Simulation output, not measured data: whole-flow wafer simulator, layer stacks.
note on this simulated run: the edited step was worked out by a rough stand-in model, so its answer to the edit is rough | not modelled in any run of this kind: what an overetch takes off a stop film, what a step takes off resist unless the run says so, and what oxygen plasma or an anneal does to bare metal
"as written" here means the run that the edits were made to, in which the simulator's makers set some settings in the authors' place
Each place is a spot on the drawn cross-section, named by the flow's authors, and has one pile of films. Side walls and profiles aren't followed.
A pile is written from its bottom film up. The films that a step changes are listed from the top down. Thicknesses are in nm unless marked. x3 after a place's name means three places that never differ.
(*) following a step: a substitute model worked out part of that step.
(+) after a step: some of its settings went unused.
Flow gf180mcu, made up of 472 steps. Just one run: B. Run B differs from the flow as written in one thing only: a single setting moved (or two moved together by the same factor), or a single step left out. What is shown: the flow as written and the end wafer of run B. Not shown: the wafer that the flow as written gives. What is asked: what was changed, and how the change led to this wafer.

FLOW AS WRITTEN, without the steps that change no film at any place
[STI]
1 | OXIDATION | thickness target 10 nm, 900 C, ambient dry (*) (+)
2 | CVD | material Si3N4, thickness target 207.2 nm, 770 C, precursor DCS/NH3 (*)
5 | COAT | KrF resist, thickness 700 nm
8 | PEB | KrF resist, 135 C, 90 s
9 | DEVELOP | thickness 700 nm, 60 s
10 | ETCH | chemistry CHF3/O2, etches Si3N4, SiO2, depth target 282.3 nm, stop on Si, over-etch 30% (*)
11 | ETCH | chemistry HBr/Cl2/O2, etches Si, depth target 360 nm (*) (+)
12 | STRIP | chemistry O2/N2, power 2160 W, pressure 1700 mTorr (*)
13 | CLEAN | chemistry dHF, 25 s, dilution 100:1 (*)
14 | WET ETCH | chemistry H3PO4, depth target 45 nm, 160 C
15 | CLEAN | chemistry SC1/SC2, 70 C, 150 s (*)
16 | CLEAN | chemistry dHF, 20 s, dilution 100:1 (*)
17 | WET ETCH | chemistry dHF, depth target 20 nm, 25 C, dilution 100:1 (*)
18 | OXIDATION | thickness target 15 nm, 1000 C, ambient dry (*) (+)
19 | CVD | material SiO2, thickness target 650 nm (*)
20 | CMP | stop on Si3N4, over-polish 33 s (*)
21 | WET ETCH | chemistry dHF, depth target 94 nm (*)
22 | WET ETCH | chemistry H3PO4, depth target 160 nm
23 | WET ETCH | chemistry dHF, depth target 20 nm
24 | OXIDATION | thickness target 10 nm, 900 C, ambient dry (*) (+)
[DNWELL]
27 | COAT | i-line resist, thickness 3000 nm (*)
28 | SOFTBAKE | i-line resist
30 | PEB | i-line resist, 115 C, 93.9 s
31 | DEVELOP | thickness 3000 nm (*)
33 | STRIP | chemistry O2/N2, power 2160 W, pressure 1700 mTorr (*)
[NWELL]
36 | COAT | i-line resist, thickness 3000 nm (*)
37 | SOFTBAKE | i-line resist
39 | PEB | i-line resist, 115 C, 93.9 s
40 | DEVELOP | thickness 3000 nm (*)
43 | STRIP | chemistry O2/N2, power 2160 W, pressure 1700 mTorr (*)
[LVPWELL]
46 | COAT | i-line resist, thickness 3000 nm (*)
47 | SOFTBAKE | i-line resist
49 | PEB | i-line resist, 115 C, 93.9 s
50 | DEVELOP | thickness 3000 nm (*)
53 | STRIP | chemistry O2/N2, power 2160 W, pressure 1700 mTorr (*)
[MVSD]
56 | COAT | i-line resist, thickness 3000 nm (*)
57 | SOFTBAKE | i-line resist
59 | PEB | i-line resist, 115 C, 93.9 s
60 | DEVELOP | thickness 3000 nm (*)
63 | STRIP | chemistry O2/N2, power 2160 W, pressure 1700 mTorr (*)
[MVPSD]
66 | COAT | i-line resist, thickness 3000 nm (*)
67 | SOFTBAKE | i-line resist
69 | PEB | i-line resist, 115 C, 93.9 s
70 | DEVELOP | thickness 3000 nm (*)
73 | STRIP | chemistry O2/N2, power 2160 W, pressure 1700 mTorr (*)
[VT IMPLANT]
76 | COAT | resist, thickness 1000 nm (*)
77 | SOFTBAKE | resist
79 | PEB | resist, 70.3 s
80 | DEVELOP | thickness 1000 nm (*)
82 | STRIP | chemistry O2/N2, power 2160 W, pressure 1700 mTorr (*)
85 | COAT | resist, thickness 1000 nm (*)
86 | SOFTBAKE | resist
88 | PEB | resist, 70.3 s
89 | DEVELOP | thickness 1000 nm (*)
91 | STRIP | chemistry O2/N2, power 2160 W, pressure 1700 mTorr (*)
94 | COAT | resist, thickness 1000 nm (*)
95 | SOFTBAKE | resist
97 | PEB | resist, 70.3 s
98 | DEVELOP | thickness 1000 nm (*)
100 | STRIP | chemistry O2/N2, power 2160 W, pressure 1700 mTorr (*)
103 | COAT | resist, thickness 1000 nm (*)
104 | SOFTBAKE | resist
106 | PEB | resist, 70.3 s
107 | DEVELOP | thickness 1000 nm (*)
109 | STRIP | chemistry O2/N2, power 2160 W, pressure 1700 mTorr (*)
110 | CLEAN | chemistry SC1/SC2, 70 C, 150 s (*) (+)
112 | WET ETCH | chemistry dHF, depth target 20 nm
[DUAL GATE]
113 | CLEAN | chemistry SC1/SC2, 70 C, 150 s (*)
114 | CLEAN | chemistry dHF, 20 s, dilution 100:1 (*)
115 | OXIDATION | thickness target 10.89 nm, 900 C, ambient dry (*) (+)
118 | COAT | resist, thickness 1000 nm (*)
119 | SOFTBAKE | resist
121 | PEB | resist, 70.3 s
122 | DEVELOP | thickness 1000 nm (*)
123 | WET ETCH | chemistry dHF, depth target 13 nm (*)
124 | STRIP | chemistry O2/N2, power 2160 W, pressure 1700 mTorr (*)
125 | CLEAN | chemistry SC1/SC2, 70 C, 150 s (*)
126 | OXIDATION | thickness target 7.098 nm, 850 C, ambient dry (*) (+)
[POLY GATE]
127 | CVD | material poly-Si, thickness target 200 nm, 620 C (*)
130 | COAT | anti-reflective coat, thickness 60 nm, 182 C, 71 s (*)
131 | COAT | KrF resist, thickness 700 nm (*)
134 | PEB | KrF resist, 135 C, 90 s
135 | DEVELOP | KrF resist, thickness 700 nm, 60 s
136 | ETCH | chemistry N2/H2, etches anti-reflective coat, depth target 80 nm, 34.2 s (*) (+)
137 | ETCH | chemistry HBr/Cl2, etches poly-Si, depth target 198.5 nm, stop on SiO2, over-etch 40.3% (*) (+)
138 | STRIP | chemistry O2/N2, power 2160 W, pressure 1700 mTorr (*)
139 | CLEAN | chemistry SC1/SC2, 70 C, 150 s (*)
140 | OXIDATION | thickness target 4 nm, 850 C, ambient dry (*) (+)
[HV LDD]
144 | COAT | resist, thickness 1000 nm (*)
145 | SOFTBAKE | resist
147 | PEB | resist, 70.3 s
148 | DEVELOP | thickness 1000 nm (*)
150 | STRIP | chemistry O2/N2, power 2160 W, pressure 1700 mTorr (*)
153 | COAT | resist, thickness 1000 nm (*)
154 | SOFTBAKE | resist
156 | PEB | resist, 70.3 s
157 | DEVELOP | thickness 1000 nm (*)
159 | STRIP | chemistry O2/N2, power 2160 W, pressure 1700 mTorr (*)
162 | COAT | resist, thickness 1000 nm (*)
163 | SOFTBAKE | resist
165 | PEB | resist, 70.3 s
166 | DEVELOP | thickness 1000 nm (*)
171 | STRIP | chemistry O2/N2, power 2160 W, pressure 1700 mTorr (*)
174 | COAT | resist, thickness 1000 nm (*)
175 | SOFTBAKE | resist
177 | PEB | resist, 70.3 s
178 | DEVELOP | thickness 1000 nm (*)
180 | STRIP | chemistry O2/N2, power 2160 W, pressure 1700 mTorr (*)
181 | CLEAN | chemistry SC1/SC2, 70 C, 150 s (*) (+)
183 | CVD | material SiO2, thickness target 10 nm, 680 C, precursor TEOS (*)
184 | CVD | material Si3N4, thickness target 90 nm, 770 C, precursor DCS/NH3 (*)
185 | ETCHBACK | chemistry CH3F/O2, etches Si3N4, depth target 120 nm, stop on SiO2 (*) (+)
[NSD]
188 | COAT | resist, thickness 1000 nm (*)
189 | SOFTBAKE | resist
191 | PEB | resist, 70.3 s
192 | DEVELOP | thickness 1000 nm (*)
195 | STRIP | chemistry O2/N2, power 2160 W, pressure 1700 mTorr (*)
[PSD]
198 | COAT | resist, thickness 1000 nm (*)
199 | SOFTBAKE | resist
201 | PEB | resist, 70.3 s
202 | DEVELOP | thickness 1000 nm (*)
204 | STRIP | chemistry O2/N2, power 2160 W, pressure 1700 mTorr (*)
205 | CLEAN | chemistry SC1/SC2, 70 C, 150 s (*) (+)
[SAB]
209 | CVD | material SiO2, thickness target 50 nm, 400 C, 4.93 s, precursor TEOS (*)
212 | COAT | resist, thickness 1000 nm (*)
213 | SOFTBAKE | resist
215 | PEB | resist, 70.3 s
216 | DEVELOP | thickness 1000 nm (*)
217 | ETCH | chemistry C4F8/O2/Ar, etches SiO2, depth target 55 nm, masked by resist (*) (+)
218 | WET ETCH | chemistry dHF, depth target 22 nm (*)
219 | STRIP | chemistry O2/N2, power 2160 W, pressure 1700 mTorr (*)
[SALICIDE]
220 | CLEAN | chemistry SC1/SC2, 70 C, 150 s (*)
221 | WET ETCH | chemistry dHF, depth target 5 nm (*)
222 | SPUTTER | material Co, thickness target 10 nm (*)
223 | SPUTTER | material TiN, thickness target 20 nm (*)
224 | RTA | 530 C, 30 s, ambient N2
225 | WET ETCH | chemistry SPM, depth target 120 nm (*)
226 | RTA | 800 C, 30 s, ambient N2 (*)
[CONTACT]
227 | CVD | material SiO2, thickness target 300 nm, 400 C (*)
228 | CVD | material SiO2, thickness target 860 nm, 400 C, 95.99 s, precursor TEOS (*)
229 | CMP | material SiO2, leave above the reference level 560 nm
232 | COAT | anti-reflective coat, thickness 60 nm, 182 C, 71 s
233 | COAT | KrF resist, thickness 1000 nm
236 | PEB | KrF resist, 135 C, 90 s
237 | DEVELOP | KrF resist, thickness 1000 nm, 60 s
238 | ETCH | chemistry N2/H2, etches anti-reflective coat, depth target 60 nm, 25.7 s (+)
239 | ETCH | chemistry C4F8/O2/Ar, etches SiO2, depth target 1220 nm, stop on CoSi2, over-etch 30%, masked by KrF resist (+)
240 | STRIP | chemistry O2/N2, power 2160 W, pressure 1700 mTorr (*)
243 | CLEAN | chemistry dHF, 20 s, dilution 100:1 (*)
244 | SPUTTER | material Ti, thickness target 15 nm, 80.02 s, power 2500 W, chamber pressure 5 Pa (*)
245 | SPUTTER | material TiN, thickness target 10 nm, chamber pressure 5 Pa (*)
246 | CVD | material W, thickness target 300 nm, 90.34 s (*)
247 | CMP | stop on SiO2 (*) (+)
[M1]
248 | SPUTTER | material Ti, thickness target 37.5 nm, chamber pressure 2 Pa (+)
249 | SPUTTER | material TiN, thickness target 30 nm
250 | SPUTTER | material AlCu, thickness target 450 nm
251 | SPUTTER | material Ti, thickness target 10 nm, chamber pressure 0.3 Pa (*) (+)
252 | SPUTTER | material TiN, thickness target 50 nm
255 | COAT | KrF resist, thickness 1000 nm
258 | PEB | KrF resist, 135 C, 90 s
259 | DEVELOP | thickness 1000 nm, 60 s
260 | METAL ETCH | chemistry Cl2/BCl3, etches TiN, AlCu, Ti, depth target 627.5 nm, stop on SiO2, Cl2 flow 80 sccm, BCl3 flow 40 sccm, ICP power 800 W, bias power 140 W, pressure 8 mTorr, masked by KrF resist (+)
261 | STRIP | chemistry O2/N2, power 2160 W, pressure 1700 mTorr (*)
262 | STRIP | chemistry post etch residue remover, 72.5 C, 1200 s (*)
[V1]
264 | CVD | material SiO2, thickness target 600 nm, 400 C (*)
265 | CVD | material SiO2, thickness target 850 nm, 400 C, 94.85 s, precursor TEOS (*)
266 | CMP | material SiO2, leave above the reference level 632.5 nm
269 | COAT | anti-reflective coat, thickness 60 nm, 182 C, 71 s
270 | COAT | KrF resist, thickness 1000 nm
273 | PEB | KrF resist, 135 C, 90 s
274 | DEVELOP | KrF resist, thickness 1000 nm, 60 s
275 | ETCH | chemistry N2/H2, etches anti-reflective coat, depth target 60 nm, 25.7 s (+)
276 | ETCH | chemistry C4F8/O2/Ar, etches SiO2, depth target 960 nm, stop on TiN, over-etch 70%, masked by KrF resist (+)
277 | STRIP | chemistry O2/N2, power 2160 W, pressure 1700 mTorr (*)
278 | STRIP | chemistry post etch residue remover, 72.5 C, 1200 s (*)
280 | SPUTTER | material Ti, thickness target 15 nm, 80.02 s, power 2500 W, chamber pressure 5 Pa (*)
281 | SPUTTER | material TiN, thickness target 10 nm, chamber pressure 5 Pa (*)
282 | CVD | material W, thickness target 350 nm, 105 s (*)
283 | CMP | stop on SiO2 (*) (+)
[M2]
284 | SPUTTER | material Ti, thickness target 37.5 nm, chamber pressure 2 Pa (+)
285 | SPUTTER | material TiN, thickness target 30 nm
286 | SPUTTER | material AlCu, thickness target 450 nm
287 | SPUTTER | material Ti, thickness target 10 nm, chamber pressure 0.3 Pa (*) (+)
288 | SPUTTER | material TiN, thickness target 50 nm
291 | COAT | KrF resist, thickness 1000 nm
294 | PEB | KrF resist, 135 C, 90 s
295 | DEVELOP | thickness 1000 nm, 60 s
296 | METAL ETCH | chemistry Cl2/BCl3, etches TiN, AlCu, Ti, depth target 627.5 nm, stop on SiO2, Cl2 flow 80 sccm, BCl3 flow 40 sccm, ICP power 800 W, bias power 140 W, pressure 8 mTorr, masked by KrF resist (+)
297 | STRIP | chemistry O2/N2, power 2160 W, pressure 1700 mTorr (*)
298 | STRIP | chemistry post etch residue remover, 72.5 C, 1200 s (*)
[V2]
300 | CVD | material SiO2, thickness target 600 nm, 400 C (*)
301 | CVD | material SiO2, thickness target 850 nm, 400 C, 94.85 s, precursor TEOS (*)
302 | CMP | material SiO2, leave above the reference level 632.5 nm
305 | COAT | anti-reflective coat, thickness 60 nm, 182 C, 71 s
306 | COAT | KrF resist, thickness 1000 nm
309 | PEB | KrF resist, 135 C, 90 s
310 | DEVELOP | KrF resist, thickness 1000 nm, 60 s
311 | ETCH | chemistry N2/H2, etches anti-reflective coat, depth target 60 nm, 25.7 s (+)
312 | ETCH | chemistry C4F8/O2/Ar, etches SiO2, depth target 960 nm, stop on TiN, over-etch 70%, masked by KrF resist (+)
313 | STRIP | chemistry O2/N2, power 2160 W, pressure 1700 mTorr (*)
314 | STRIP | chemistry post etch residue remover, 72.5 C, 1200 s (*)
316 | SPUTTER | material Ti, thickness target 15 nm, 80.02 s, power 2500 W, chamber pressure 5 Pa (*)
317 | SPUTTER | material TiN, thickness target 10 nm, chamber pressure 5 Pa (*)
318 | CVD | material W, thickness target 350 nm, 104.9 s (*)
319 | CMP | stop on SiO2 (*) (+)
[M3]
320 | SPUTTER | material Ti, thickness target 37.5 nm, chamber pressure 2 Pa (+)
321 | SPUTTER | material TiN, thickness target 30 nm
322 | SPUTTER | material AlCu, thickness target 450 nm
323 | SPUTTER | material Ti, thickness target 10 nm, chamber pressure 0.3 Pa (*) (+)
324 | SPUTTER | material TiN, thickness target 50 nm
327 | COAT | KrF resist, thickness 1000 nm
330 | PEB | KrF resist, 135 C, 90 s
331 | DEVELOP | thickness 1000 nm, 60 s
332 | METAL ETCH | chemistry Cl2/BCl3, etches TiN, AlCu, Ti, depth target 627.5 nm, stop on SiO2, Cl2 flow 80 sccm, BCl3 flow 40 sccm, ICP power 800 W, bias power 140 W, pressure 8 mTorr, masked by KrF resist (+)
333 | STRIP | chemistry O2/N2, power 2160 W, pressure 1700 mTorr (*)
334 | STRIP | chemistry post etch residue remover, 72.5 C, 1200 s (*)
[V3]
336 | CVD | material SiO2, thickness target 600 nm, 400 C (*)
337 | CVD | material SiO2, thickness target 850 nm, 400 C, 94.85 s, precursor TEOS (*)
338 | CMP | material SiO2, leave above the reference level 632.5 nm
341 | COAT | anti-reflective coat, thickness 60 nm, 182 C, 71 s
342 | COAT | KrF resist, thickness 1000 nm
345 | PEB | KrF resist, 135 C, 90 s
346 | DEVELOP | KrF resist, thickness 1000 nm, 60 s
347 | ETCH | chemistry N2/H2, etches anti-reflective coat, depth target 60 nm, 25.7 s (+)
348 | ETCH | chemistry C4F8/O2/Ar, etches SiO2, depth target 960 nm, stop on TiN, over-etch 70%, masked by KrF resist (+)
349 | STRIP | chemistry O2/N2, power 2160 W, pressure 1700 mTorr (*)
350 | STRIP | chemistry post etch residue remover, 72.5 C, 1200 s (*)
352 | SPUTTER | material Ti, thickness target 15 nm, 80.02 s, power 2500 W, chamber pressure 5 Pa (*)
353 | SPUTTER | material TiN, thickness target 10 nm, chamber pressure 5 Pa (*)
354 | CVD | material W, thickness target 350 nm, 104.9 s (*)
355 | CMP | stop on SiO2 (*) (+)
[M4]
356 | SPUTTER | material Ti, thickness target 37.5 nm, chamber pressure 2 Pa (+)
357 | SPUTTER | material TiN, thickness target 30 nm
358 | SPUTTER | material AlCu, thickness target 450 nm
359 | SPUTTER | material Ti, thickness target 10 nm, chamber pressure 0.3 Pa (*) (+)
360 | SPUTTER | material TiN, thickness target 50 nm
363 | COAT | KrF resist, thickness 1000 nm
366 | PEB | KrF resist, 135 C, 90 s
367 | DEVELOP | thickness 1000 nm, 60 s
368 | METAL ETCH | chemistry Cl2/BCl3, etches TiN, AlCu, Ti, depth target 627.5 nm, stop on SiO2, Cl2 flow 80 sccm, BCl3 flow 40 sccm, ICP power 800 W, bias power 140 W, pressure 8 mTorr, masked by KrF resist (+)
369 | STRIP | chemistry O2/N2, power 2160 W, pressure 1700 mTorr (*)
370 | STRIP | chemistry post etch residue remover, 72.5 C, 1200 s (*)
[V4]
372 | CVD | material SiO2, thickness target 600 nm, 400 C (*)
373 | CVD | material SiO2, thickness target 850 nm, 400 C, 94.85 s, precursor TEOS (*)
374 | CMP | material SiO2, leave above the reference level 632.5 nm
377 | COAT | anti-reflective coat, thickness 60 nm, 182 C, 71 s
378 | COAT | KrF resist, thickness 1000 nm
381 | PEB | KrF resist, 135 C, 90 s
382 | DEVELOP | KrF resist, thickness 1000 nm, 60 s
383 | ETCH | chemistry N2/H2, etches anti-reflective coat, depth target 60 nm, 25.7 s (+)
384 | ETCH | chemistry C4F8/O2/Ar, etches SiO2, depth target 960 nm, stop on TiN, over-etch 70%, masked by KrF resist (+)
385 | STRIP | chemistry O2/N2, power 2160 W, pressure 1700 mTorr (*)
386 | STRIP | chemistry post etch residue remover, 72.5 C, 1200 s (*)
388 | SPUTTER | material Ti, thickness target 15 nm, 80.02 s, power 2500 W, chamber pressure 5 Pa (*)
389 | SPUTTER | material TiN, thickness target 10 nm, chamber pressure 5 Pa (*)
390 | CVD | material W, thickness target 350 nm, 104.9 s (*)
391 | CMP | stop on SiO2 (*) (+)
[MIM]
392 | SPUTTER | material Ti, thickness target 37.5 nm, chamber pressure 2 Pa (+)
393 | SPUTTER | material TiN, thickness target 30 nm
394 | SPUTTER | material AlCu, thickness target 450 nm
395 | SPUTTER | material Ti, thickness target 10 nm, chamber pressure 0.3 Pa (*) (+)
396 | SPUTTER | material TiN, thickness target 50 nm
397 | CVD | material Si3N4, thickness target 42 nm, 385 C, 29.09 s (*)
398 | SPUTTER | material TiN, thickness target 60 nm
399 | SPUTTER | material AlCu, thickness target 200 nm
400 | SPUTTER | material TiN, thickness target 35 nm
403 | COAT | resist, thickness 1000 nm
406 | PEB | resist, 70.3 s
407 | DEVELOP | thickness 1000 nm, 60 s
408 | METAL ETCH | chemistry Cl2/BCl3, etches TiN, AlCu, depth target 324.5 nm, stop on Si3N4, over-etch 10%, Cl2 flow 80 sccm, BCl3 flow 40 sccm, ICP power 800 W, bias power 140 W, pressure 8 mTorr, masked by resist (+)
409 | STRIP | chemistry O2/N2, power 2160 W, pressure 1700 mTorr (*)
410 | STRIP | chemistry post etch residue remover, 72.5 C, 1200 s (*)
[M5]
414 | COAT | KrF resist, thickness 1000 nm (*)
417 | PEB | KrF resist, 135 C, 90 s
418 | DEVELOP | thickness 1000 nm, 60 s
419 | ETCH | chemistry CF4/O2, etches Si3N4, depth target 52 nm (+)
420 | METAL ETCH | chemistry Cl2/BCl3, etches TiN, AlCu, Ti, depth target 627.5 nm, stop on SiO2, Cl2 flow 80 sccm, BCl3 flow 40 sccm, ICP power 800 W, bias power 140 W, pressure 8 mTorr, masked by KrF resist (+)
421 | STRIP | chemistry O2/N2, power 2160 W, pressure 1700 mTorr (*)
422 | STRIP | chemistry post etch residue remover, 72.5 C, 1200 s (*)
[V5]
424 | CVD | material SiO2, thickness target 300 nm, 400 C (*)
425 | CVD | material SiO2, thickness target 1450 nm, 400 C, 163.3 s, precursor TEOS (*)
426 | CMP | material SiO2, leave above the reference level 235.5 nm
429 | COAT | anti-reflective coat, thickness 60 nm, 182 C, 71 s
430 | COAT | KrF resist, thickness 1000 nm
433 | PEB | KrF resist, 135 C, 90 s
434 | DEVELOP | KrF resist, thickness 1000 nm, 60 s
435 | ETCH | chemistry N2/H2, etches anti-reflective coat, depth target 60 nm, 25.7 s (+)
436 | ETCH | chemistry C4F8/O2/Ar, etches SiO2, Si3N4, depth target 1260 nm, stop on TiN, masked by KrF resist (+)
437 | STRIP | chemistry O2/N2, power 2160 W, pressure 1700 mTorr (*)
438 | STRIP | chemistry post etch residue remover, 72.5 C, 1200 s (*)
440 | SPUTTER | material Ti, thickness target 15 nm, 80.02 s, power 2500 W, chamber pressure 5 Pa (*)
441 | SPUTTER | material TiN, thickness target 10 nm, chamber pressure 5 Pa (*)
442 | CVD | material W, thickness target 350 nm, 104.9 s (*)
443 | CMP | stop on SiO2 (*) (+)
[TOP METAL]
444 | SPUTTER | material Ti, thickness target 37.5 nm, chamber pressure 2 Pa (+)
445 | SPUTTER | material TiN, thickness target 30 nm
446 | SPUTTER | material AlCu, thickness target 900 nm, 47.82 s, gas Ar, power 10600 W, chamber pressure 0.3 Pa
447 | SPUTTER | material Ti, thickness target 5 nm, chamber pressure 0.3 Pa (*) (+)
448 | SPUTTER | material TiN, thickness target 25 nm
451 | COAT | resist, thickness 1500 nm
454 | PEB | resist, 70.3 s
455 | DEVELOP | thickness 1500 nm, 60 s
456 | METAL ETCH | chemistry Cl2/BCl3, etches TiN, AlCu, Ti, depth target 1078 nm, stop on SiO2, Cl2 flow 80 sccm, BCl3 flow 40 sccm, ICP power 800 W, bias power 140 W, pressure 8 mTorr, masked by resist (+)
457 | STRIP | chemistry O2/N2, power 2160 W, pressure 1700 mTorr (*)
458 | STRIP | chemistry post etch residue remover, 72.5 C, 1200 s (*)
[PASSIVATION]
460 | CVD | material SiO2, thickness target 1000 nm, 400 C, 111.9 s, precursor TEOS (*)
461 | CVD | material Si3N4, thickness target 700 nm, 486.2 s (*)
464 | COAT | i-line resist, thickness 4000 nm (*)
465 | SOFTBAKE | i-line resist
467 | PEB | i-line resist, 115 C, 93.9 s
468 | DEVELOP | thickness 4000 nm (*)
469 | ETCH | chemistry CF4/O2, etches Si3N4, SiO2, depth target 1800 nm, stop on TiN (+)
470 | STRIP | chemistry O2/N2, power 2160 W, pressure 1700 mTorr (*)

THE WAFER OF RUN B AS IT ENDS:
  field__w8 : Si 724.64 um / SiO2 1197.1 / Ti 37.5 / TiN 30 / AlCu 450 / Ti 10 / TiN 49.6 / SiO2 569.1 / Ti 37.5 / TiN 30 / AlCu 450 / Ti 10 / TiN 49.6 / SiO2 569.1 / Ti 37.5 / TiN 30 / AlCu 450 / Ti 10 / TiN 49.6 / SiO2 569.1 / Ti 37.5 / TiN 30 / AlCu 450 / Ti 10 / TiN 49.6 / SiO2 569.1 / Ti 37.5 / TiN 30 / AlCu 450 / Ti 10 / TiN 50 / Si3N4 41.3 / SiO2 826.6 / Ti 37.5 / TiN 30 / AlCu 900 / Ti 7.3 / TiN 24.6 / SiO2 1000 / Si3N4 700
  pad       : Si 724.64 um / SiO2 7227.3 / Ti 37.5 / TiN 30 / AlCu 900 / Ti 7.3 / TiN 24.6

Cause: step 447, SPUTTER: thickness target 7.3 nm was run, while the flow as written has thickness target 5 nm.
One can read it off the wafer: field__w8 has Ti 7.3, and step 447 as written asks for 5 nm.

Step by step, how the change led to this:
  447 | SPUTTER | material Ti, thickness target 5 nm, chamber pressure 0.3 Pa (*) (+)
      field, field__w1, field__w2 and 109 more: +7.3 Ti (new film) (in the flow as written it would be: +5 Ti (new film))
  456 | METAL ETCH | chemistry Cl2/BCl3, etches TiN, AlCu, Ti, depth target 1078 nm, stop on SiO2, Cl2 flow 80 sccm, BCl3 flow 40 sccm, ICP power 800 W, bias power 140 W, pressure 8 mTorr, masked by resist (+)
      field, field__w1, field__w2 and 103 more: -25 TiN (all of it), -7.3 Ti (all of it), -900 AlCu (all of it), -30 TiN (all of it), -37.5 Ti (all of it) (in the flow as written it would be: -25 TiN (all of it), -5 Ti (all of it), -900 AlCu (all of it), -30 TiN (all of it), -37.5 Ti (all of it))
